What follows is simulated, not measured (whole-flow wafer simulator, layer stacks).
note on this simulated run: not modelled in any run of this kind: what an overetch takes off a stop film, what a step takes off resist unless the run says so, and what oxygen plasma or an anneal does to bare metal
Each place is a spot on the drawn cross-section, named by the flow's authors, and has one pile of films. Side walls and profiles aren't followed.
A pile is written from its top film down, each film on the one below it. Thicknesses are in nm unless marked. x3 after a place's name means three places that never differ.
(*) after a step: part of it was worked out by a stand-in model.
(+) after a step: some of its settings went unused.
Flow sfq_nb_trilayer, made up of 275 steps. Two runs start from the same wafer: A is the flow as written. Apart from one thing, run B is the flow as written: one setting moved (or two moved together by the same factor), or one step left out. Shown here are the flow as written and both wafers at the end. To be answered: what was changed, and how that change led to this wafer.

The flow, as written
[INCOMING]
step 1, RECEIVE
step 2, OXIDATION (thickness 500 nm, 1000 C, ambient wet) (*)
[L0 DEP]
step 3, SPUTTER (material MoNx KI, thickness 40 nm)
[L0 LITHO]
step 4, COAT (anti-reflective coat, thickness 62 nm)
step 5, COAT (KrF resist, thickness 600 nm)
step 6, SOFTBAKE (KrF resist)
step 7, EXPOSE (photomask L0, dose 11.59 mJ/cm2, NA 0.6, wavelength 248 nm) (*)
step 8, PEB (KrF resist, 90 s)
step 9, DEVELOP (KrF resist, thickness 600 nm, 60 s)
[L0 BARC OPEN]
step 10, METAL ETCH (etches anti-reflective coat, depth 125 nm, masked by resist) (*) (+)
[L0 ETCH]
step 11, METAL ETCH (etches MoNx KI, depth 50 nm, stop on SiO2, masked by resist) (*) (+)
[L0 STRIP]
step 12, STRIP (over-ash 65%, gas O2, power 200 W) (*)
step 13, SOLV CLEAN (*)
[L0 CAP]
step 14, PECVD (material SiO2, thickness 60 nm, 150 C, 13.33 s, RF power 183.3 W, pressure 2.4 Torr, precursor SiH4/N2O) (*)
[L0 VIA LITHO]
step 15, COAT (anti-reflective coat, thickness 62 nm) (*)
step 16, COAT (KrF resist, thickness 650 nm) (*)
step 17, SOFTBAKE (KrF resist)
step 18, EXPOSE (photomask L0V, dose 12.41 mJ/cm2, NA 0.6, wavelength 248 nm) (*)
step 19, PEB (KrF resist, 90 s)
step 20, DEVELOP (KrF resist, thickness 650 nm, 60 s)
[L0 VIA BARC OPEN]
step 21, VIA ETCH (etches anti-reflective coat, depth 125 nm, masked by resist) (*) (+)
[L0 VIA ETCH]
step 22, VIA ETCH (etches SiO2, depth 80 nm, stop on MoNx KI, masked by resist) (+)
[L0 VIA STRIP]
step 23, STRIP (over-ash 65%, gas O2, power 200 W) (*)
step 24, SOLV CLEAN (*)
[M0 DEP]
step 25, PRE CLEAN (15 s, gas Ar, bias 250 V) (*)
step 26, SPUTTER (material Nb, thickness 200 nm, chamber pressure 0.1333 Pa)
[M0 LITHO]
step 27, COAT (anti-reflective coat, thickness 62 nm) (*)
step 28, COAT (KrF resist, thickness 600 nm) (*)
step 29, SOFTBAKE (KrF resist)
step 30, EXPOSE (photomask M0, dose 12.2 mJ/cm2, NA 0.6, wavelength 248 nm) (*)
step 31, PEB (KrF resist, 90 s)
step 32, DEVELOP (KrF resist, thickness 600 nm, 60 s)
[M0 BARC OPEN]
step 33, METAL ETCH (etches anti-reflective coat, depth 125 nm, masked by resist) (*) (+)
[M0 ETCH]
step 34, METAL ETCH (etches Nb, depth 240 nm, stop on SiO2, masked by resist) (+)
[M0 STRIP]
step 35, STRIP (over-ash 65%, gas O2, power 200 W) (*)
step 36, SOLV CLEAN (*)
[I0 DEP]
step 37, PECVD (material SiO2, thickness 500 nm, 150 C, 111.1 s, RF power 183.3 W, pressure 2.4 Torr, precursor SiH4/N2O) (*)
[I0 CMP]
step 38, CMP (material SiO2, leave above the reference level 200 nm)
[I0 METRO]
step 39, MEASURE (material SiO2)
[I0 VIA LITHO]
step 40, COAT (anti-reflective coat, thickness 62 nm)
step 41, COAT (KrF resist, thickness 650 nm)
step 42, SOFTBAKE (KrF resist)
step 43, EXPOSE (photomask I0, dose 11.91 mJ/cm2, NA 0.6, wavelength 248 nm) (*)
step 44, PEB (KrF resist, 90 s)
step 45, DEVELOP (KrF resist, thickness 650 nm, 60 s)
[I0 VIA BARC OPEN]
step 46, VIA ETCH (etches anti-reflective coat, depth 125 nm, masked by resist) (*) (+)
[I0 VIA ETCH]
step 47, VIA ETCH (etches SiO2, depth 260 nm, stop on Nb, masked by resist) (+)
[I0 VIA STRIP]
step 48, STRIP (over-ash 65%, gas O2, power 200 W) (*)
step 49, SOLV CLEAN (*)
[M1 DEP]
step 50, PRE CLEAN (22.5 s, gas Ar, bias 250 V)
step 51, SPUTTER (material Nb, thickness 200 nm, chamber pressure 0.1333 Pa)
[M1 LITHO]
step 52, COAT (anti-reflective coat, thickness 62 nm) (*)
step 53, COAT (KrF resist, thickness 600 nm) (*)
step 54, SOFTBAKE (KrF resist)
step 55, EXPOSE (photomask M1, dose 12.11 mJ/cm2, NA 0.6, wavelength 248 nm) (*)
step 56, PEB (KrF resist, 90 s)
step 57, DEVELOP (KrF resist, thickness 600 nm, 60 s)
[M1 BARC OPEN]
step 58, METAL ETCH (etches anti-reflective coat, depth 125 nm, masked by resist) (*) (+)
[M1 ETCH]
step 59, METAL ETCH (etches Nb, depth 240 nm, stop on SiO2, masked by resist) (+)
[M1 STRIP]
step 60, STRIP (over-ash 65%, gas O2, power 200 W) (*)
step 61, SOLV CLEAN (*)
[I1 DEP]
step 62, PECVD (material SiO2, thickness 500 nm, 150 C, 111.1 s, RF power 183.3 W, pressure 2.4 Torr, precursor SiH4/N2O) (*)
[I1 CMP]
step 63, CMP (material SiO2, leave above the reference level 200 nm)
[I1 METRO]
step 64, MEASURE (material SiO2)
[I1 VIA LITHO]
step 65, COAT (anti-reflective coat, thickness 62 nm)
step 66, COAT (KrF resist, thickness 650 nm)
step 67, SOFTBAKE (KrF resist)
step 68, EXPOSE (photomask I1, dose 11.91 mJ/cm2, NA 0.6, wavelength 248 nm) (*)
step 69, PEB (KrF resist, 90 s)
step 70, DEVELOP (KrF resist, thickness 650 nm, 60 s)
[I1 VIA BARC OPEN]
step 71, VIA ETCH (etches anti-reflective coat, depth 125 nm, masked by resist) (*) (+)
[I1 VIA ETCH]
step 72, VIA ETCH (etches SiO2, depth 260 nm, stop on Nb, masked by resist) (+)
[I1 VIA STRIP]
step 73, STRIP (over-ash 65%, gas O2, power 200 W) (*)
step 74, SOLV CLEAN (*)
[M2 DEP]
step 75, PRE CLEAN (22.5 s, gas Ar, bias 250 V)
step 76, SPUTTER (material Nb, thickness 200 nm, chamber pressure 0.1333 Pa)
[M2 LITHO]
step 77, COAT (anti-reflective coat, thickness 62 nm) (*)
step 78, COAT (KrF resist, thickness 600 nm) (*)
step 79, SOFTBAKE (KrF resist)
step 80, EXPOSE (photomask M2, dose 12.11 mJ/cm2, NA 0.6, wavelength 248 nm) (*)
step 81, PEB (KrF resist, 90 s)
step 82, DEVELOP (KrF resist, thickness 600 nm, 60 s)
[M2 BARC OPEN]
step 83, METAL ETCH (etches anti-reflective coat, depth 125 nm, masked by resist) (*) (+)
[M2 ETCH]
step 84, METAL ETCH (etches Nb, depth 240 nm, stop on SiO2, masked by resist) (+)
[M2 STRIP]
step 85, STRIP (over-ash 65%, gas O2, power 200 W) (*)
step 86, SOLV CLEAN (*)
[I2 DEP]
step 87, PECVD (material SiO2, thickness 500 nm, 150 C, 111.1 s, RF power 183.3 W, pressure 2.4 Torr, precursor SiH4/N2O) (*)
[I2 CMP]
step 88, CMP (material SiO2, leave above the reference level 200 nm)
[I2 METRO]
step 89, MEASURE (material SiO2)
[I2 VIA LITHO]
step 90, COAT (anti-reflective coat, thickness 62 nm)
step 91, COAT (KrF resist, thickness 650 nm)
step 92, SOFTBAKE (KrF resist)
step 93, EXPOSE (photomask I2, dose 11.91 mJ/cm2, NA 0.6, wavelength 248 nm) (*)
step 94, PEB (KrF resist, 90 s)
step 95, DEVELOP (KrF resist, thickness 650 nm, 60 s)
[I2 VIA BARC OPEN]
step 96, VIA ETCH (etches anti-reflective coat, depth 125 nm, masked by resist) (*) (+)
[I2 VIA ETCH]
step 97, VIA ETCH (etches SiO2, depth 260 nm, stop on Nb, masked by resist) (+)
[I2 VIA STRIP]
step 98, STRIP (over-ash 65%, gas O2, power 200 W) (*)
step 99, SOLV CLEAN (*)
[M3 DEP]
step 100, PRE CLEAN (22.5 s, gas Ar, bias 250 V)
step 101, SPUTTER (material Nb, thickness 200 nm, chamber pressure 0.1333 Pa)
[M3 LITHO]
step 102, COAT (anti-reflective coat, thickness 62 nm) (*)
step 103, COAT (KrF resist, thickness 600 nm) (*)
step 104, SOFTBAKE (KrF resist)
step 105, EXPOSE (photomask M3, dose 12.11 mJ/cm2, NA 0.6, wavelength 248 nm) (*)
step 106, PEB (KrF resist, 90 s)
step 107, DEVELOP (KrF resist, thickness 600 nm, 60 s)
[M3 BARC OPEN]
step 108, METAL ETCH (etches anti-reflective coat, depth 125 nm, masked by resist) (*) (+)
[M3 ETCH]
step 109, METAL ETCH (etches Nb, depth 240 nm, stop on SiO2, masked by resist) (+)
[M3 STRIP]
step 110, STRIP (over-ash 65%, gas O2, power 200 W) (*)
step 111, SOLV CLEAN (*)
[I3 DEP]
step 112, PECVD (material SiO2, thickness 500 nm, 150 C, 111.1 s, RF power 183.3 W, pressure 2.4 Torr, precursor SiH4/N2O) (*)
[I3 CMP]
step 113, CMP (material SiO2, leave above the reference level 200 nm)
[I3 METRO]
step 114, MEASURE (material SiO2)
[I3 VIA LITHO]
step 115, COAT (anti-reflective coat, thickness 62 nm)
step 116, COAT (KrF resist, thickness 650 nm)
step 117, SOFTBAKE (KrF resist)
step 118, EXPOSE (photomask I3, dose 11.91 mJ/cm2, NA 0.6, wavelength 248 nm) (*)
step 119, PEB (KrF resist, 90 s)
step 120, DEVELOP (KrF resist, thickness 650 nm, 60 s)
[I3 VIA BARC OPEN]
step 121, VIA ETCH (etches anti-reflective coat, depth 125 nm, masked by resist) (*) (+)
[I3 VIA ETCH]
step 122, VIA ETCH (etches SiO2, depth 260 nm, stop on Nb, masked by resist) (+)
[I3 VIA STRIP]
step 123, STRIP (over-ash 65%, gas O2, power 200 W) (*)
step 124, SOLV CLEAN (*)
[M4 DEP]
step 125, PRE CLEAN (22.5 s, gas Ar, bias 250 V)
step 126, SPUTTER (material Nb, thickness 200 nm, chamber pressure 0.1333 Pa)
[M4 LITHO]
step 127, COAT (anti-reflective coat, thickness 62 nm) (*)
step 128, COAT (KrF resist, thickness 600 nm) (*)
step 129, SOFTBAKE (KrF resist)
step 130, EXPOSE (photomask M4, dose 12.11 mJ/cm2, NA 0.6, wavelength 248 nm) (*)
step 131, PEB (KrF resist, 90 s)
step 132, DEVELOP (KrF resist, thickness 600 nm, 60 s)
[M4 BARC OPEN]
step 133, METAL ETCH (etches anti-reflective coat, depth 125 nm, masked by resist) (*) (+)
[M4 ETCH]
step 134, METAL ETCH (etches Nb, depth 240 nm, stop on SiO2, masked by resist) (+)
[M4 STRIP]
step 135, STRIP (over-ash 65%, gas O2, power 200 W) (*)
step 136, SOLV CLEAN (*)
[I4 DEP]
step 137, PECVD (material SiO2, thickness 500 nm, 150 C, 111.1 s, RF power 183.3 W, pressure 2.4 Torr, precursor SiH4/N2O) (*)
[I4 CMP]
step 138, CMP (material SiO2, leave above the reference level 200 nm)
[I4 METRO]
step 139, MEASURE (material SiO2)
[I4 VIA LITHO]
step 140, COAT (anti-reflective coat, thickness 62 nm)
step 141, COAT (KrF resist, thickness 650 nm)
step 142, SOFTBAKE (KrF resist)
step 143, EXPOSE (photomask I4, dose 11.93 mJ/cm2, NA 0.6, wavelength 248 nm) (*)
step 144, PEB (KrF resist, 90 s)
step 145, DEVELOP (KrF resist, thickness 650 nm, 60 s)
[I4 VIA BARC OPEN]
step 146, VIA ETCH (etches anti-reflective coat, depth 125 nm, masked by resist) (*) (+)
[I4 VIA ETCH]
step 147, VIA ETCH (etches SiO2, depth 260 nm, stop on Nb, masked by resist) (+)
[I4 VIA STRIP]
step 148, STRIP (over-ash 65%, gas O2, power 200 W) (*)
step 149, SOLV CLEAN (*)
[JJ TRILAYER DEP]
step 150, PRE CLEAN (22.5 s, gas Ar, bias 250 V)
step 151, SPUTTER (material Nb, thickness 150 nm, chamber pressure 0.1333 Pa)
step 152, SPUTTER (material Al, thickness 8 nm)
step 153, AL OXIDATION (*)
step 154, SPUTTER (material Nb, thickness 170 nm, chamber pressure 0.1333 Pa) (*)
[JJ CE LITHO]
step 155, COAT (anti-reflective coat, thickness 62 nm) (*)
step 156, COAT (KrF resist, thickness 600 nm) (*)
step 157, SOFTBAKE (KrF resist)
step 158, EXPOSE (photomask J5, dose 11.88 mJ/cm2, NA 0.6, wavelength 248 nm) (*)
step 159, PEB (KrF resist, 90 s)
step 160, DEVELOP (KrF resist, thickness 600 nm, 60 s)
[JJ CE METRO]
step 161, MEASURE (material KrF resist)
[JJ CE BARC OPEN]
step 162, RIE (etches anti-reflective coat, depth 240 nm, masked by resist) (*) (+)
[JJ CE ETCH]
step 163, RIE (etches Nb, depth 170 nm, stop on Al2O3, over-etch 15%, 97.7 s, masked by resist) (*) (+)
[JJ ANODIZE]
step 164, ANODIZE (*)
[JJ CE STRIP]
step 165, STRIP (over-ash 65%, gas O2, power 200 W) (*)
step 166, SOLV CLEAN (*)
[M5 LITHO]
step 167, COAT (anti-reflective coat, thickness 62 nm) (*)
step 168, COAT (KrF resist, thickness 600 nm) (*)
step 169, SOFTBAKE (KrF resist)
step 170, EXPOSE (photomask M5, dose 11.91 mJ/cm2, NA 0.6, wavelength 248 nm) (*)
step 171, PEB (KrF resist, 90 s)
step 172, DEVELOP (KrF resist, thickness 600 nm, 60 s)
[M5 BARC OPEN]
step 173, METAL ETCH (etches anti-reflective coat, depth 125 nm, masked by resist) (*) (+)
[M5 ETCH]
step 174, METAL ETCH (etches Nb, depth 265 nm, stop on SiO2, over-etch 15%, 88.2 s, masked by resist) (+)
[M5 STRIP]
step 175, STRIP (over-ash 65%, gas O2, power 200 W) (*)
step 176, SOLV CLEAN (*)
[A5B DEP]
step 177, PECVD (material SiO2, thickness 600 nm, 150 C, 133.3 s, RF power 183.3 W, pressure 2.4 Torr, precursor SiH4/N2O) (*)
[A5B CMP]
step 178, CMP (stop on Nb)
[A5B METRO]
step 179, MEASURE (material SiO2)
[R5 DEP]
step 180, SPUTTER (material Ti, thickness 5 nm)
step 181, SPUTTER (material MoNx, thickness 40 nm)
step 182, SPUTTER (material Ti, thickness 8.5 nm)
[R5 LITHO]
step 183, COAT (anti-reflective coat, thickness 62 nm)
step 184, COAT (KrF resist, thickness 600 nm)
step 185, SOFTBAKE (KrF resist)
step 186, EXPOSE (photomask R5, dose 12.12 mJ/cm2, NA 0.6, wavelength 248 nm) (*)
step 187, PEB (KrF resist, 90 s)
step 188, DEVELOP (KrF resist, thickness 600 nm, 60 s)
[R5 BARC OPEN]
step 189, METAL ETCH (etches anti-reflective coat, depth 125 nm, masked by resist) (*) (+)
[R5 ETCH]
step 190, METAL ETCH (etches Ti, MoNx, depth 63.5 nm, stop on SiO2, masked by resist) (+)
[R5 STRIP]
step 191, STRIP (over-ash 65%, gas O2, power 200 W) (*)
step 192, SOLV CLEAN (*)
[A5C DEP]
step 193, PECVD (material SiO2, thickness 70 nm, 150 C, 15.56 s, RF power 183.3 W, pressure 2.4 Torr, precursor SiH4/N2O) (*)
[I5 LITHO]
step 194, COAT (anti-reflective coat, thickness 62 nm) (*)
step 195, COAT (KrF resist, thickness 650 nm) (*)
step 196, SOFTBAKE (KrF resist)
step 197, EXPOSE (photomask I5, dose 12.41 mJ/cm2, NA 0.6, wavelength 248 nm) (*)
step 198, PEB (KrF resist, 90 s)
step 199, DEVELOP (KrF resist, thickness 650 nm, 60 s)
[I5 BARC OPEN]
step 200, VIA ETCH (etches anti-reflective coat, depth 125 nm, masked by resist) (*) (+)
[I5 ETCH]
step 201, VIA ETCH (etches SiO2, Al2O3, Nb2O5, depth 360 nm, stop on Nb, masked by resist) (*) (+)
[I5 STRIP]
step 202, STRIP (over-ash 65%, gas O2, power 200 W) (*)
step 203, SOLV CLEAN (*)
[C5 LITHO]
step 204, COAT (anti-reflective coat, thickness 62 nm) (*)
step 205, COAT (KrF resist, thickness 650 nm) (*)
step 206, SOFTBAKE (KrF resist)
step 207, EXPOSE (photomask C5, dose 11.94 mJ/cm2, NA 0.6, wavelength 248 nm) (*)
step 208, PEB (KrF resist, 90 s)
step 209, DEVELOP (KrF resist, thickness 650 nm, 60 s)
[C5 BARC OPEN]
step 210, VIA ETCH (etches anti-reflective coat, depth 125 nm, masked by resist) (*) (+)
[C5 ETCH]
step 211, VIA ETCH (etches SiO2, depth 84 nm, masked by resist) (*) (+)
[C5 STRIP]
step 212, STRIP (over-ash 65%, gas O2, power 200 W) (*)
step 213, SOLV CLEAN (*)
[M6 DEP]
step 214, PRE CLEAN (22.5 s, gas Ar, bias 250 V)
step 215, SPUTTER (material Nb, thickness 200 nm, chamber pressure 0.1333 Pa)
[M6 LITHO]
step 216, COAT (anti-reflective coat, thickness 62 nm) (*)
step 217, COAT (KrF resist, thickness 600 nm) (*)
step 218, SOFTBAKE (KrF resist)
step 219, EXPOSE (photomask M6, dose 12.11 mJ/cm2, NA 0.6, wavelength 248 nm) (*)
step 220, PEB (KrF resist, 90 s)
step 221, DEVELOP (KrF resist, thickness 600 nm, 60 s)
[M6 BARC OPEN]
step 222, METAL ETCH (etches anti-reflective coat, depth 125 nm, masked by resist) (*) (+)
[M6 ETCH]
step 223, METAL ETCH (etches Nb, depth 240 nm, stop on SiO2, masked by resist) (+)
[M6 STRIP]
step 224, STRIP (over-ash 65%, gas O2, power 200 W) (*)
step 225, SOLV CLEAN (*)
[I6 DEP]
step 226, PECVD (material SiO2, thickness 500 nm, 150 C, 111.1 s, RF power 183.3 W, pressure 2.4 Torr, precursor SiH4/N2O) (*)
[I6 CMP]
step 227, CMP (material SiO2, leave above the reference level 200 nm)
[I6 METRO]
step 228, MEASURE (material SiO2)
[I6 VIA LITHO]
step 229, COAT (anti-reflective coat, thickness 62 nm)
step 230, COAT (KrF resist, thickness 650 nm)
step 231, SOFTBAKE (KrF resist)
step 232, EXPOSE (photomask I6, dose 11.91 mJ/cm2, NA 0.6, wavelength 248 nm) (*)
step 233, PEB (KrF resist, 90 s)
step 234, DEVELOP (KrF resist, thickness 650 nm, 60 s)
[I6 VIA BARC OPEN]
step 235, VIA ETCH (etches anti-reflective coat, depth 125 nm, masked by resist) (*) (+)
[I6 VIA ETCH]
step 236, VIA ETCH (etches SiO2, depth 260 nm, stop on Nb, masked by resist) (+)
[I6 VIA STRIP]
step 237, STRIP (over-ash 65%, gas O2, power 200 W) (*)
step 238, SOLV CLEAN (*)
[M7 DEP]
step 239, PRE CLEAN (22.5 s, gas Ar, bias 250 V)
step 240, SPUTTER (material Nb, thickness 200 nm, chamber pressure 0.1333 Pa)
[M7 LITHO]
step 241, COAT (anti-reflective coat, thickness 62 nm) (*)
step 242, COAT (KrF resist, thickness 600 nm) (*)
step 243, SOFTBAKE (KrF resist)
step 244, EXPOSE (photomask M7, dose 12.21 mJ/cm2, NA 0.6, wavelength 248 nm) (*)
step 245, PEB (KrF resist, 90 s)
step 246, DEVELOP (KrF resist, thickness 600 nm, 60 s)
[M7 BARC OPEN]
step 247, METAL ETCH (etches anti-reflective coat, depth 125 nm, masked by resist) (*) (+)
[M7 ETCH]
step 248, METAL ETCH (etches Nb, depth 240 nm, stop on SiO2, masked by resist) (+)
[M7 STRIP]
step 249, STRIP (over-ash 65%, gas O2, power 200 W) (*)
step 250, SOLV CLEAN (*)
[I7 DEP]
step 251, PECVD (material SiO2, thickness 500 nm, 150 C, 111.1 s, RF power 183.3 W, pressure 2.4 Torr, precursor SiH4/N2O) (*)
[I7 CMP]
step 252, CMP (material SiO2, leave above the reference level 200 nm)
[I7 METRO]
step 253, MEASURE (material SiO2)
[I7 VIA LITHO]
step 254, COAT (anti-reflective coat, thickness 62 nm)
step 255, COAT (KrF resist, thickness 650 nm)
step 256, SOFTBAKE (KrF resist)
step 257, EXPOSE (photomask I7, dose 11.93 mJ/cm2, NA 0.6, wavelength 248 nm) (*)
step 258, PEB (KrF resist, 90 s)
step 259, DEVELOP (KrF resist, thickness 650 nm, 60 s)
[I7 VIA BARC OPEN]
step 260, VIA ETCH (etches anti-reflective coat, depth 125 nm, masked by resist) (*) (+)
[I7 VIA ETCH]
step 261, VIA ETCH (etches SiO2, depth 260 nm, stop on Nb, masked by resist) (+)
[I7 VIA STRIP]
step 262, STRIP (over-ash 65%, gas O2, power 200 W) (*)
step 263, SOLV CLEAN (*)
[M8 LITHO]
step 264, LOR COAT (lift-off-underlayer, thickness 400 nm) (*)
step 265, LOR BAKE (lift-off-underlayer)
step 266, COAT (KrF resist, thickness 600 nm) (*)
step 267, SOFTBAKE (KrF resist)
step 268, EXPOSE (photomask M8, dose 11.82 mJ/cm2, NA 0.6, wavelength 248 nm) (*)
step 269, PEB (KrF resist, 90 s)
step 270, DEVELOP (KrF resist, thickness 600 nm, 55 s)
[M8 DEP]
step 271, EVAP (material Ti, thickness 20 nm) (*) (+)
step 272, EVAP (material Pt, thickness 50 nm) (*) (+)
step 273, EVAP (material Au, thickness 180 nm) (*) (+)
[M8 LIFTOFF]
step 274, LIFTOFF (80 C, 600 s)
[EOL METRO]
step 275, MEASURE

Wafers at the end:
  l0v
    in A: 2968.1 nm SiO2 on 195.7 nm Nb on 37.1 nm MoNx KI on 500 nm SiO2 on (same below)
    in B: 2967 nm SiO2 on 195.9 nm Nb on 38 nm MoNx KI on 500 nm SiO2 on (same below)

The reason: step 22, VIA ETCH: depth 58 nm was run, whereas the flow has depth 80 nm.

Step by step, how the change led to this:
  step 22, VIA ETCH (etches SiO2, depth 80 nm, stop on MoNx KI, masked by resist) (+)
      l0v: A -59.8 SiO2 (all of it) | B -58 SiO2
      field_l, v_sur, via_wl and 102 more: A -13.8 KrF resist | B -10 KrF resist
  step 25, PRE CLEAN (15 s, gas Ar, bias 250 V) (*)
      l0v: A -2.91 MoNx KI | B -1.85 SiO2 (all of it), -1.97 MoNx KI
